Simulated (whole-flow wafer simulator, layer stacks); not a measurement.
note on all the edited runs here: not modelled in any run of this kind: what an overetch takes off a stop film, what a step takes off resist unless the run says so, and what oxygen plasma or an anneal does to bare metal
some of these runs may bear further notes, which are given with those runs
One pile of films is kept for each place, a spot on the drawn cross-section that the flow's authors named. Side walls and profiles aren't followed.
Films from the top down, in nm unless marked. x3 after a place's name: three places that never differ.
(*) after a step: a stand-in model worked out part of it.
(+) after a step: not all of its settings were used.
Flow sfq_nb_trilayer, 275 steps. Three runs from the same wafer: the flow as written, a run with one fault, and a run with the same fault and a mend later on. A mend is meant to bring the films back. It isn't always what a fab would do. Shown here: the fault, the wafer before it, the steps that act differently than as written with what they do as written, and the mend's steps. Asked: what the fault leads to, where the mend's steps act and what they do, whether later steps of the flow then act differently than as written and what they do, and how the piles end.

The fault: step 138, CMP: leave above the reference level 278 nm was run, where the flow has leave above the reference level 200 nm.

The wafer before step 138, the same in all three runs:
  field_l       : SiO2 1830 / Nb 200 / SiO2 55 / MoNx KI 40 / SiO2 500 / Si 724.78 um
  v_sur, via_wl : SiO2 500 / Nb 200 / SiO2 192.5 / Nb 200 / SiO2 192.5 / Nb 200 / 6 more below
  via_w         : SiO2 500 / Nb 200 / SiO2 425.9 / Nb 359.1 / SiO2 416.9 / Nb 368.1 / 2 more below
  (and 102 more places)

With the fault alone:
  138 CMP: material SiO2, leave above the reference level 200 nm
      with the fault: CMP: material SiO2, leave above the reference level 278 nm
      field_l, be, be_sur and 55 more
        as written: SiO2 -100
        with the fault: SiO2 -22
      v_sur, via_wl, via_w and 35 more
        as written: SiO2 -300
        with the fault: SiO2 -222
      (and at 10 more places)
  Later steps of the flow that act differently than as written (6 more steps differ only slightly, by at most 2% or 0.5 nm, whichever is larger, and aren't shown):
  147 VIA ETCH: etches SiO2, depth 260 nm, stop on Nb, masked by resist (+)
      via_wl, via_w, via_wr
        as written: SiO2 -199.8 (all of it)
        with the fault: SiO2 -260
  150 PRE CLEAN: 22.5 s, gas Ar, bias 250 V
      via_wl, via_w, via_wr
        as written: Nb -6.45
        with the fault: SiO2 -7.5
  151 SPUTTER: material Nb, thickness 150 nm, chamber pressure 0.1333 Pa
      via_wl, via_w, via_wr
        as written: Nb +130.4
        with the fault: Nb +123.3 (new film)
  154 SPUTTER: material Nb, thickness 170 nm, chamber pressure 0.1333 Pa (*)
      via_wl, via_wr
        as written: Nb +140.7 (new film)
        with the fault: Nb +103.1 (new film)
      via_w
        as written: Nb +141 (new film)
        with the fault: Nb +136 (new film)
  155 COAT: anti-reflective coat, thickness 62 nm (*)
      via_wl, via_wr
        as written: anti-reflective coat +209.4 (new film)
        with the fault: anti-reflective coat +321.3 (new film)
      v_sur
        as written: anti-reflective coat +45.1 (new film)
        with the fault: anti-reflective coat +42.8 (new film)
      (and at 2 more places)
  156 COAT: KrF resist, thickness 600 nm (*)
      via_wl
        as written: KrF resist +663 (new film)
        with the fault: KrF resist +648.6 (new film)
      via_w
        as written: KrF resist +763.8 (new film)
        with the fault: KrF resist +811.1 (new film)
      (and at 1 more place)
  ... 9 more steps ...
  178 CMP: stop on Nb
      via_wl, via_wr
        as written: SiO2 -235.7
        with the fault: SiO2 -227.2
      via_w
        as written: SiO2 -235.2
        with the fault: SiO2 -227.2
  At the end the piles differ from the flow's by more than 2% or 0.5 nm, whichever is larger, at field_l, v_sur, via_wl and 103 more.
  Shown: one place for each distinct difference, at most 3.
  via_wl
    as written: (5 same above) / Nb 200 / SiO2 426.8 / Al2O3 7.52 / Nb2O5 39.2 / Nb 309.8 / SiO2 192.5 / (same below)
    with the fault: (5 same above) / Nb 200 / SiO2 469.8 / Nb2O5 52.6 / Al2O3 0.96 / Al 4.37 / Nb 123.3 / SiO2 10.3 / Nb 200 / SiO2 192.5 / (same below)
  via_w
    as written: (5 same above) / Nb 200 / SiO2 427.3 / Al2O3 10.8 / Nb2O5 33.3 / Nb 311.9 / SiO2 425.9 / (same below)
    with the fault: (5 same above) / Nb 200 / SiO2 495.5 / Al2O3 10.1 / Nb2O5 34.7 / Nb 110.8 / SiO2 10.3 / Nb 200 / SiO2 425.9 / (same below)
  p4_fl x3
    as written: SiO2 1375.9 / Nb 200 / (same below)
    with the fault: SiO2 1453.9 / Nb 200 / (same below)

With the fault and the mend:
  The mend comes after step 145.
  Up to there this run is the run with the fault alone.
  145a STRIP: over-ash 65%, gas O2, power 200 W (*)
      field_l, v_sur, via_sp and 100 more
        KrF resist -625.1 (all of it), anti-reflective coat -62 (all of it)
      via_wl, via_w, via_wr
        anti-reflective coat -62 (all of it)
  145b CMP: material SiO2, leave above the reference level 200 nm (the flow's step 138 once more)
      field_l, v_sur, via_wl and 103 more
        SiO2 -78
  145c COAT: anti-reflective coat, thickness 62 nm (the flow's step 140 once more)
      field_l, v_sur, via_wl and 103 more
        anti-reflective coat +62 (new film)
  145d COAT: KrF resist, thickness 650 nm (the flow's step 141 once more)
      field_l, v_sur, via_wl and 103 more
        KrF resist +650 (new film)
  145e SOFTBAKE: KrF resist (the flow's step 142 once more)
      changes no film at any place that is followed
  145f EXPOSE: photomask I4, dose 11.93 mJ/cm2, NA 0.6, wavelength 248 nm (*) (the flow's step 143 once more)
      changes no film at any place that is followed
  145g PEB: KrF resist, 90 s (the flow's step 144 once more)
      field_l, v_sur, via_wl and 103 more
        KrF resist -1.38
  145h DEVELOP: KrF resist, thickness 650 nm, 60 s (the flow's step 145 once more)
      field_l, v_sur, via_sp and 100 more
        KrF resist -23.5
      via_wl, via_w, via_wr
        KrF resist -648.6 (all of it)
  No later step of the flow acts differently than as written at any place that is followed.
  At the end the piles are the same as the flow's at every place that both follow.
